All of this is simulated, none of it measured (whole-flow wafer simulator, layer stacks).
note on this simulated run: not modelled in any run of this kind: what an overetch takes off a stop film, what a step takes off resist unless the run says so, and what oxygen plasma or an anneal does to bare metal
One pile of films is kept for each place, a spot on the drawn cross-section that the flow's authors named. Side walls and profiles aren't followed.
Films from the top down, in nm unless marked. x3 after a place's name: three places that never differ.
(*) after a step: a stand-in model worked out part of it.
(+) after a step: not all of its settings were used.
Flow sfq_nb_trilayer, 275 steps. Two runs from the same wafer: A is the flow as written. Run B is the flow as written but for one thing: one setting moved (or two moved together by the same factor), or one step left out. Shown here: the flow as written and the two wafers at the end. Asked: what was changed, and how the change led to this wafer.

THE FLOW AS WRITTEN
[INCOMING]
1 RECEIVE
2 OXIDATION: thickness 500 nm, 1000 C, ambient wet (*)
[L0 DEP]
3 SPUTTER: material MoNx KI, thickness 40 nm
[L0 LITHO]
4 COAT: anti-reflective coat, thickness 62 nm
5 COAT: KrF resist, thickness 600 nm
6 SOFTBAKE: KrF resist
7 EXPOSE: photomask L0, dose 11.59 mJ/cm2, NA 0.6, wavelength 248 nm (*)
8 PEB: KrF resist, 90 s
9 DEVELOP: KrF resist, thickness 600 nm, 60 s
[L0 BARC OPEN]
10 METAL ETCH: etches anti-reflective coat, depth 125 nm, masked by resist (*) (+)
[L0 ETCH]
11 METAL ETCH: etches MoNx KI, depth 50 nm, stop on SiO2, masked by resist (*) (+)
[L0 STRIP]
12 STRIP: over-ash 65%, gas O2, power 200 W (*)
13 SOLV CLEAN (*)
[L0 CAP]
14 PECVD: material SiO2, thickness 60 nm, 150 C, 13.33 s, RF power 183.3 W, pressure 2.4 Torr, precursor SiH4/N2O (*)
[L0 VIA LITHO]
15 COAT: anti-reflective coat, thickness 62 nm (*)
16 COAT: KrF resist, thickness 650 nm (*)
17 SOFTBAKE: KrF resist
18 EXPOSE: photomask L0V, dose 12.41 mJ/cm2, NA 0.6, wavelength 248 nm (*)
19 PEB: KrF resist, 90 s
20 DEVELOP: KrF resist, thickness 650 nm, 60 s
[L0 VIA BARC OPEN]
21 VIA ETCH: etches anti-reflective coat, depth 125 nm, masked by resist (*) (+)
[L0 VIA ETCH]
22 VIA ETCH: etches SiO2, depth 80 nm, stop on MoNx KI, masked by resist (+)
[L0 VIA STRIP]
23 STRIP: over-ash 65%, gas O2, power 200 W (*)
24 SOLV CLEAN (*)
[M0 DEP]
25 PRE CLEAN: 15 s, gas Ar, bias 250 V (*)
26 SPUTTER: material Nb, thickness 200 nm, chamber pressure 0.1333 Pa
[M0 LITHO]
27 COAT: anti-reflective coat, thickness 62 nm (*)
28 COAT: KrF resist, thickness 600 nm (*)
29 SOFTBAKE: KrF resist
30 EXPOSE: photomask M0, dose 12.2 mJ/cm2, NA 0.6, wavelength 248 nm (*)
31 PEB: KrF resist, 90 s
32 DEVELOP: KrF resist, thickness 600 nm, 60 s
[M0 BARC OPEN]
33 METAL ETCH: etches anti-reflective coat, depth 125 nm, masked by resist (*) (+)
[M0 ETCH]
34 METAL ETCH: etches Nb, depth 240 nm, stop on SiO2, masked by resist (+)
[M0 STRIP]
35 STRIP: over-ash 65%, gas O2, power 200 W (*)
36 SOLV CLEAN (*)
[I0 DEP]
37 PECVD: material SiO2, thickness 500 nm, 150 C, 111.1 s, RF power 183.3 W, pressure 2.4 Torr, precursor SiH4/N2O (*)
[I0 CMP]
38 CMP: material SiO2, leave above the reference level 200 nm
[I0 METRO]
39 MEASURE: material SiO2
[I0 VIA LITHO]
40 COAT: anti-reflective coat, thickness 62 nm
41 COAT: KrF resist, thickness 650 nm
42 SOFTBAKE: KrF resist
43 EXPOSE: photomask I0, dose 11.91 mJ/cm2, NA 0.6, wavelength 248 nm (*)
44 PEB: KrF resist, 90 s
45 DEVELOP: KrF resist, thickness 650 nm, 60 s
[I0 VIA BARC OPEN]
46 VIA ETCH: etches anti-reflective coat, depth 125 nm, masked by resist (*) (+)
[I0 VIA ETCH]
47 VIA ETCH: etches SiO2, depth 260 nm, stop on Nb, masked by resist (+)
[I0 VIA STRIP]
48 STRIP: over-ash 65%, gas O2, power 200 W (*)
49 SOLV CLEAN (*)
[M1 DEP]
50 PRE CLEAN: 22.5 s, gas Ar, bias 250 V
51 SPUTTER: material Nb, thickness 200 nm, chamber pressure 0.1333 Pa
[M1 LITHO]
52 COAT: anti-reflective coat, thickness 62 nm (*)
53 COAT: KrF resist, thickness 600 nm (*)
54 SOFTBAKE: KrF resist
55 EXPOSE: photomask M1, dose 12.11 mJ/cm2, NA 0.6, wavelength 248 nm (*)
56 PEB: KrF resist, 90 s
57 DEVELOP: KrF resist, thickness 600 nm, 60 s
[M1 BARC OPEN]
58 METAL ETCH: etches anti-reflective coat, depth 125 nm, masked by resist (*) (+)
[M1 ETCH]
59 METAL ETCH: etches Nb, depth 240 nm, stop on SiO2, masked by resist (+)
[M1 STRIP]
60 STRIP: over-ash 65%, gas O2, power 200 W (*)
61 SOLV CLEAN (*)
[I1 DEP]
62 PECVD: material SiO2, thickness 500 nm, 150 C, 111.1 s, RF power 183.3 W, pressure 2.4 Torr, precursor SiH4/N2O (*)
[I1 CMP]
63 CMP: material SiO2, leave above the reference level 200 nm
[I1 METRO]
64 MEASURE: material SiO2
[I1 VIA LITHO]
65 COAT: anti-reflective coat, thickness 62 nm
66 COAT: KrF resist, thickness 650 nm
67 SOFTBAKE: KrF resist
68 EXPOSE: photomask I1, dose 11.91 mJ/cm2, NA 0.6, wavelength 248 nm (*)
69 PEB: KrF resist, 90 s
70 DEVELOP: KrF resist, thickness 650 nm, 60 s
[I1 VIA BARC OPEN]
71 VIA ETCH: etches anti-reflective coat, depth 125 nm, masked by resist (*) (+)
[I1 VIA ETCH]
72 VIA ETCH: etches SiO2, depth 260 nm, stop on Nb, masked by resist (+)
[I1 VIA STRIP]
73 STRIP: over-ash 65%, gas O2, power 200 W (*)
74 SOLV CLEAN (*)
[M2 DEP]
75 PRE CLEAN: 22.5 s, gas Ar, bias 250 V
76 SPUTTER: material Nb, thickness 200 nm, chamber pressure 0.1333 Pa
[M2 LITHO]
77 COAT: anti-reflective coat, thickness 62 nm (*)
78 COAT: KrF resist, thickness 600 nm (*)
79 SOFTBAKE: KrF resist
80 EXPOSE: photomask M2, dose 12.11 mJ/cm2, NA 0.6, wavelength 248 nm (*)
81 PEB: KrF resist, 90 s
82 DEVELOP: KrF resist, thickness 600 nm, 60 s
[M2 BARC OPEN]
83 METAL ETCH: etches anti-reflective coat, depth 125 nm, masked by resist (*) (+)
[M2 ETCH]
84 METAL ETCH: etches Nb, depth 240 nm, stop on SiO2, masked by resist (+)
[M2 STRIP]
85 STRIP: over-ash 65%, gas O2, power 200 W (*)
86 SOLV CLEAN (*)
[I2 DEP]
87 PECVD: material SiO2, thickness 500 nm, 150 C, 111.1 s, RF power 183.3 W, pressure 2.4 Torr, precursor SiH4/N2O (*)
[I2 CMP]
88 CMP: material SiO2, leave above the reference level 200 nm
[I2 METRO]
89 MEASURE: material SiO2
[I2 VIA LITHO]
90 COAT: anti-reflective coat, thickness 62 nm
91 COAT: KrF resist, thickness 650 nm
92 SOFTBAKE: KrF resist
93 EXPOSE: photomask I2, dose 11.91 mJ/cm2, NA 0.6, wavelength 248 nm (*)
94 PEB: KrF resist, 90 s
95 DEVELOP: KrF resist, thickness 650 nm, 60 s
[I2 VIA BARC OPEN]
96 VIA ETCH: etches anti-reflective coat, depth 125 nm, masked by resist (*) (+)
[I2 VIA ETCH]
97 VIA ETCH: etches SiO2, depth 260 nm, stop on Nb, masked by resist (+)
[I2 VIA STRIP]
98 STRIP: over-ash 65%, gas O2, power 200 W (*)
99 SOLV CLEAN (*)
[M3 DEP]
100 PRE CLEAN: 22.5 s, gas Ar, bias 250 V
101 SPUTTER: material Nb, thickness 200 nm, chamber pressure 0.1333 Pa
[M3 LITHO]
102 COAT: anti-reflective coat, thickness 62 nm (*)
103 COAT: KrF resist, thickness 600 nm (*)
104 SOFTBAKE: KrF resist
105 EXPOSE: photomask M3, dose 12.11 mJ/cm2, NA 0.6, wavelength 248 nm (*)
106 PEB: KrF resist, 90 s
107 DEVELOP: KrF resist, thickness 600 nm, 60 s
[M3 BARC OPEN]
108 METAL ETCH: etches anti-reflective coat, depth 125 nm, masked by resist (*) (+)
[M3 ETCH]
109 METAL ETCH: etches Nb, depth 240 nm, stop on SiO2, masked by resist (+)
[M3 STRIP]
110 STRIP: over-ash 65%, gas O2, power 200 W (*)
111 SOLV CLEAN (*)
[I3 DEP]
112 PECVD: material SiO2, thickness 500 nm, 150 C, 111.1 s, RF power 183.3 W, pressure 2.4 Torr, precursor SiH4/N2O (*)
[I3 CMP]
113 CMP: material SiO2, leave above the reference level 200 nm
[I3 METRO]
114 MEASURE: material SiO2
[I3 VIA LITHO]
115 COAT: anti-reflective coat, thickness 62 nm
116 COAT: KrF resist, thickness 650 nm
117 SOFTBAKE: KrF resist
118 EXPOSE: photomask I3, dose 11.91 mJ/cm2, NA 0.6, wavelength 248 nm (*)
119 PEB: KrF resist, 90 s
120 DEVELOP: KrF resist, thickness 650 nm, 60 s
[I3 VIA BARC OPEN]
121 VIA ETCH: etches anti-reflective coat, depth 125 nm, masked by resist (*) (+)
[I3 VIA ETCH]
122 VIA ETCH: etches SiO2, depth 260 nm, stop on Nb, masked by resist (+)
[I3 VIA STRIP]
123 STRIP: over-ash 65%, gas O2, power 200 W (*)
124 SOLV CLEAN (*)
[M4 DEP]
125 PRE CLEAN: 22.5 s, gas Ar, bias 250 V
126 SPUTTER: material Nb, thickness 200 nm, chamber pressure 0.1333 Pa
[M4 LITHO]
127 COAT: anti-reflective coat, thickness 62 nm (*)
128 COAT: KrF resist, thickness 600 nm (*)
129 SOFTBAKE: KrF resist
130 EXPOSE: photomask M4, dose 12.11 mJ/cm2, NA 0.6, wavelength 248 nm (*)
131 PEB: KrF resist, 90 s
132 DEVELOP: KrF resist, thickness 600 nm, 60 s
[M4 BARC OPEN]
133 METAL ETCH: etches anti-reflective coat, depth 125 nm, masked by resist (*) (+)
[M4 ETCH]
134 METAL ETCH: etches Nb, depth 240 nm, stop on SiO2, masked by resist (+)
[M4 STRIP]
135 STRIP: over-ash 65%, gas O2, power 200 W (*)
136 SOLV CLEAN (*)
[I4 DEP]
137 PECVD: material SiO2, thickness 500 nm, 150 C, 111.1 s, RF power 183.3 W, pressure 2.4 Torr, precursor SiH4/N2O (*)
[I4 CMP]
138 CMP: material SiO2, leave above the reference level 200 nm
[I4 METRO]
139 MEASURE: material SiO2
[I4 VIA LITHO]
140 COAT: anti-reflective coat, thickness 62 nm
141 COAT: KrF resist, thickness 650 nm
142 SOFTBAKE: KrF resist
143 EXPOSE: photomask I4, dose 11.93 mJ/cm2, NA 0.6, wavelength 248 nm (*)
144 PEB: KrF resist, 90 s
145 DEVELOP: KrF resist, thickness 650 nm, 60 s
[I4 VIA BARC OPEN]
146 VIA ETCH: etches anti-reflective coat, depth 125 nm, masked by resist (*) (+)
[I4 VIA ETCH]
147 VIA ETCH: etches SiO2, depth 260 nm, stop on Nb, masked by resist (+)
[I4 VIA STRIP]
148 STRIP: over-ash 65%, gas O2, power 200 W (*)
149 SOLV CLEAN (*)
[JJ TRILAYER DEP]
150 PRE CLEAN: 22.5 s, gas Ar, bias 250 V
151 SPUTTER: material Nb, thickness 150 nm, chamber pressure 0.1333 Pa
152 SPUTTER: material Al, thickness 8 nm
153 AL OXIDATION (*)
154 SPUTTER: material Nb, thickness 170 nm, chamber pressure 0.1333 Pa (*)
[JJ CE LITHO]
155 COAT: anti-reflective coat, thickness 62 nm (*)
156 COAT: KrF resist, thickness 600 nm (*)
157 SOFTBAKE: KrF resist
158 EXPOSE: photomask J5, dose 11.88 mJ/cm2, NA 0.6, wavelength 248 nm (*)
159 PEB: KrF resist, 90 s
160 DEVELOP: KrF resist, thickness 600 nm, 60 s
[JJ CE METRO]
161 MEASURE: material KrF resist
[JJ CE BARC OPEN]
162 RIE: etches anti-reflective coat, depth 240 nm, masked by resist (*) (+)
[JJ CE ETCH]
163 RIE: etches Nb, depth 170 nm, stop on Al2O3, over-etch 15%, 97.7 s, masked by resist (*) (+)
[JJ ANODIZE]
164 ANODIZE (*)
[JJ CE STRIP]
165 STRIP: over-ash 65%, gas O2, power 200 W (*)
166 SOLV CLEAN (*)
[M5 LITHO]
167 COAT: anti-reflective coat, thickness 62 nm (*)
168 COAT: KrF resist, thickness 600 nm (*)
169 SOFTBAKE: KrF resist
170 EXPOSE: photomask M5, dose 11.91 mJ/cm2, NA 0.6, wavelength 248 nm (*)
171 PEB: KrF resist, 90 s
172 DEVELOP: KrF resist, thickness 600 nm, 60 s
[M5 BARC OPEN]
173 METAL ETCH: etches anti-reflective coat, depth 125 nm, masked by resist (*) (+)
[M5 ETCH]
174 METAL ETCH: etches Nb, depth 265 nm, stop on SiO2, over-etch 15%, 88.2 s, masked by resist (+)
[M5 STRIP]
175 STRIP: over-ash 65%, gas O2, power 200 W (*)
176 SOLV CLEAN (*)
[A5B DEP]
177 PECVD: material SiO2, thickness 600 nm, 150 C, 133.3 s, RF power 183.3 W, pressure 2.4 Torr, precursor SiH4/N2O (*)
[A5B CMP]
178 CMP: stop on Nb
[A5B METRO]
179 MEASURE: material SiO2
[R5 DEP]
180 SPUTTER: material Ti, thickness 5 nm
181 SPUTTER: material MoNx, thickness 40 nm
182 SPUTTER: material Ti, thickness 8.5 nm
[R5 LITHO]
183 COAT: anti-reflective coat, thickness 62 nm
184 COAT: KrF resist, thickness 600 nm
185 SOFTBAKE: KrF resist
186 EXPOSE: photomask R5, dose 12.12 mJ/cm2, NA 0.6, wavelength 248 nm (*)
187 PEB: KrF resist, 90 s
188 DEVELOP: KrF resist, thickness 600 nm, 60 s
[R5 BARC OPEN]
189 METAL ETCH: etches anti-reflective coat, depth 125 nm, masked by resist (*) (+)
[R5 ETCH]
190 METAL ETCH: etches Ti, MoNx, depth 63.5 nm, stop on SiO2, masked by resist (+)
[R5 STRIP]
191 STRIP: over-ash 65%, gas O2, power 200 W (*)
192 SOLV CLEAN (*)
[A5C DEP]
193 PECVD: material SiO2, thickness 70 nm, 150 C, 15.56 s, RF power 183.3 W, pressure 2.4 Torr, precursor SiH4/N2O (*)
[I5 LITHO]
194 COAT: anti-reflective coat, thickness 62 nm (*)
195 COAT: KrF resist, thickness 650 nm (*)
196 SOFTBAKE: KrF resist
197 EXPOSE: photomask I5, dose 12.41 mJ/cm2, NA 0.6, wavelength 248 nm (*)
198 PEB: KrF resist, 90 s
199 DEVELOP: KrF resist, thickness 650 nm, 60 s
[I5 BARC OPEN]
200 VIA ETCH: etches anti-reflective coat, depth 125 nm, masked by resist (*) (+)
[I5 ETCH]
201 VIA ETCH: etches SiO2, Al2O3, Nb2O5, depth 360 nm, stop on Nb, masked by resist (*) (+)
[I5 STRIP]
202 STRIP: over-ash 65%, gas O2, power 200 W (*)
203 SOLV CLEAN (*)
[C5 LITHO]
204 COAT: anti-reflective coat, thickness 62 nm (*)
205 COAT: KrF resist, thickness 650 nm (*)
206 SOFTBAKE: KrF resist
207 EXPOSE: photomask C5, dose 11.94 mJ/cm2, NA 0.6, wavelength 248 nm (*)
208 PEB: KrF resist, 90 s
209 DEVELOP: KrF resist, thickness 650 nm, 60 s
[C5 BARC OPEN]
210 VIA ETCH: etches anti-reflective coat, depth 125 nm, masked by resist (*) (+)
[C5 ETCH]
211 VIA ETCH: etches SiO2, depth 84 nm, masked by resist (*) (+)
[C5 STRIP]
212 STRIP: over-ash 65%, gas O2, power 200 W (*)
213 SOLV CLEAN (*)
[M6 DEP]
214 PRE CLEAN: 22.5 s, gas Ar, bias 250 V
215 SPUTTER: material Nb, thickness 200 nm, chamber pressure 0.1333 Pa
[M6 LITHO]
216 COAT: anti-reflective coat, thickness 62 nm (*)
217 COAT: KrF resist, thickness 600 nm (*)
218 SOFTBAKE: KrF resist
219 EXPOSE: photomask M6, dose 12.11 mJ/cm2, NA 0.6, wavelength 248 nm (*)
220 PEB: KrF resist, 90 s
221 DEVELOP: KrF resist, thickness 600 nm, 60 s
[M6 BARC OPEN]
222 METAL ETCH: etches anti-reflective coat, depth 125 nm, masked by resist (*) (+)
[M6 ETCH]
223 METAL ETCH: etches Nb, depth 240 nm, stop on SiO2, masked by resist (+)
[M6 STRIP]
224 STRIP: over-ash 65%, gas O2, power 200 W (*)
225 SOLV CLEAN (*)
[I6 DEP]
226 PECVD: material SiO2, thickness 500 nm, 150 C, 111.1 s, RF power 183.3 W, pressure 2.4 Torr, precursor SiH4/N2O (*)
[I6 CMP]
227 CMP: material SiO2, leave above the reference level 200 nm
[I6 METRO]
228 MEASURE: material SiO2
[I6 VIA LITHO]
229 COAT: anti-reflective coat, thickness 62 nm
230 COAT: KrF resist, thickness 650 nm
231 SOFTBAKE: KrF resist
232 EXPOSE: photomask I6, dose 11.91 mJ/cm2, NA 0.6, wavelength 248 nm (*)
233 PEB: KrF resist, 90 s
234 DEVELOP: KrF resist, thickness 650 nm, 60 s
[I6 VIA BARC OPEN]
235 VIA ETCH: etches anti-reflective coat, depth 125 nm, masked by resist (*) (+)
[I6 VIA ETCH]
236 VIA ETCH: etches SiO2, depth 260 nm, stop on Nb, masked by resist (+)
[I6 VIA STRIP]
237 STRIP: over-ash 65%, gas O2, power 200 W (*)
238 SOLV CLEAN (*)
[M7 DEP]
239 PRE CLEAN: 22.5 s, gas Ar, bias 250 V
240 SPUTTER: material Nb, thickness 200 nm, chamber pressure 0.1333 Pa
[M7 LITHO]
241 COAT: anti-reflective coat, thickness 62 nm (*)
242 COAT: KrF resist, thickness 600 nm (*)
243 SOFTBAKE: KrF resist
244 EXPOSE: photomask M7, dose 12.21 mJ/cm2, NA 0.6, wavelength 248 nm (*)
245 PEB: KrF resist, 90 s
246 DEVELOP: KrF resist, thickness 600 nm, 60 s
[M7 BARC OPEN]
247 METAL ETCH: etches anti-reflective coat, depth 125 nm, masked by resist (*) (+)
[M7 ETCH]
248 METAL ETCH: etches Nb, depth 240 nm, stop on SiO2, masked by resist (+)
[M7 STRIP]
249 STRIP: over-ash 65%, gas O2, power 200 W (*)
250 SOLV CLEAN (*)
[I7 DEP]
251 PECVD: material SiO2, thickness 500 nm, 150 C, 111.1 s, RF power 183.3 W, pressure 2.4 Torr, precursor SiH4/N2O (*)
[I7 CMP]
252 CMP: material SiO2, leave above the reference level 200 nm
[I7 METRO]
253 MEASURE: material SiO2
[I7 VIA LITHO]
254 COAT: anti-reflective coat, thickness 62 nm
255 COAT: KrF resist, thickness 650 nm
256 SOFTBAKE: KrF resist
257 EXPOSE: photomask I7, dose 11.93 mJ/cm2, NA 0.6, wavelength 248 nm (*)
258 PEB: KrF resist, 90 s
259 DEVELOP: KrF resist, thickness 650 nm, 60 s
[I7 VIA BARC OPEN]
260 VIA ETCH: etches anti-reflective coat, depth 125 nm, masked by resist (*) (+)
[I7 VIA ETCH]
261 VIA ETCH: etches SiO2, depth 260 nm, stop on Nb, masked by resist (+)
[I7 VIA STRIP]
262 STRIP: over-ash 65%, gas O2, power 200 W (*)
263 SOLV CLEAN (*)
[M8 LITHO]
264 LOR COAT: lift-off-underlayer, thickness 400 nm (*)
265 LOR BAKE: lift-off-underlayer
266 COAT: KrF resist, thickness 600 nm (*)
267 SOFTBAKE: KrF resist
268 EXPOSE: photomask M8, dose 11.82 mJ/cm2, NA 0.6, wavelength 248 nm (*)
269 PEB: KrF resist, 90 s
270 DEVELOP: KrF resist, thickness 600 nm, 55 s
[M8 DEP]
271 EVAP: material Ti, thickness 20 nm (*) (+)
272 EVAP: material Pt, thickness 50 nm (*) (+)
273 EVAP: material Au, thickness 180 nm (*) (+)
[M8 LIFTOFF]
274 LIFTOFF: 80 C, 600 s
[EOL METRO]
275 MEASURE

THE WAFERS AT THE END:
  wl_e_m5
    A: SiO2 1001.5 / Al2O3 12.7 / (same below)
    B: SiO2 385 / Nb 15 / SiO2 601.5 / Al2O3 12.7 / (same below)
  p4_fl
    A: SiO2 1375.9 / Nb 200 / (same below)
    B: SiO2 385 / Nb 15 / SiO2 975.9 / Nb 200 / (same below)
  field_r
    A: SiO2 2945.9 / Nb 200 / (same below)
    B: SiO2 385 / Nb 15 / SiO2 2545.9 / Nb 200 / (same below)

The cause: step 248, METAL ETCH: depth 185 nm was run, where the flow has depth 240 nm.

How the change led to this, step by step:
  248 METAL ETCH: etches Nb, depth 240 nm, stop on SiO2, masked by resist (+)
      field_l, field_r, lsp_l and 62 more: A Nb -200 (all of it) | B Nb -185
      v_sur, via_wl, via_w and 38 more: A KrF resist -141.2 | B KrF resist -108.8
  249 STRIP: over-ash 65%, gas O2, power 200 W (*)
      wl_j_sl, wl_jj, wl_j_sr and 14 more: A KrF resist -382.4 (all of it), anti-reflective coat -62 (all of it) | B KrF resist -414.7 (all of it), anti-reflective coat -62 (all of it)
      ln_m5, lsp_m, ln_m6, lsp_r: A KrF resist -381.9 (all of it), anti-reflective coat -61.8 (all of it) | B KrF resist -414.3 (all of it), anti-reflective coat -61.8 (all of it)
      (and at 20 more places)
  251 PECVD: material SiO2, thickness 500 nm, 150 C, 111.1 s, RF power 183.3 W, pressure 2.4 Torr, precursor SiH4/N2O (*)
      field_l, p4_fl, p4_fm and 56 more: A SiO2 +500 | B SiO2 +500 (new film)
      field_r, lsp_l: A SiO2 +477.7 | B SiO2 +479.3 (new film)
      (and at 4 more places)
  252 CMP: material SiO2, leave above the reference level 200 nm
      field_l, p4_fl, p4_fm and 56 more: A SiO2 -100 | B SiO2 -115
      field_r, lsp_l: A SiO2 -77.7 | B SiO2 -94.3
      (and at 2 more places)
Counting metal films that touch as one body, wl_e_m5 has 7 bodies (between them, from the top down: SiO2 601.5 / Al2O3 12.7 / Nb2O5 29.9; SiO2 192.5; SiO2 192.5; SiO2 192.5; SiO2 192.5; SiO2 192.5); the flow as written gives 6 bodies (between them, from the top down: SiO2 192.5; SiO2 192.5; SiO2 192.5; SiO2 192.5; SiO2 192.5).
Counting metal films that touch as one body, p4_fl has 3 bodies (between them, from the top down: SiO2 975.9; SiO2 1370); the flow as written gives 2 bodies (between them, from the top down: SiO2 1370).
Counting metal films that touch as one body, field_r has 2 bodies (between them, from the top down: SiO2 2545.9); the flow as written gives 1 body.
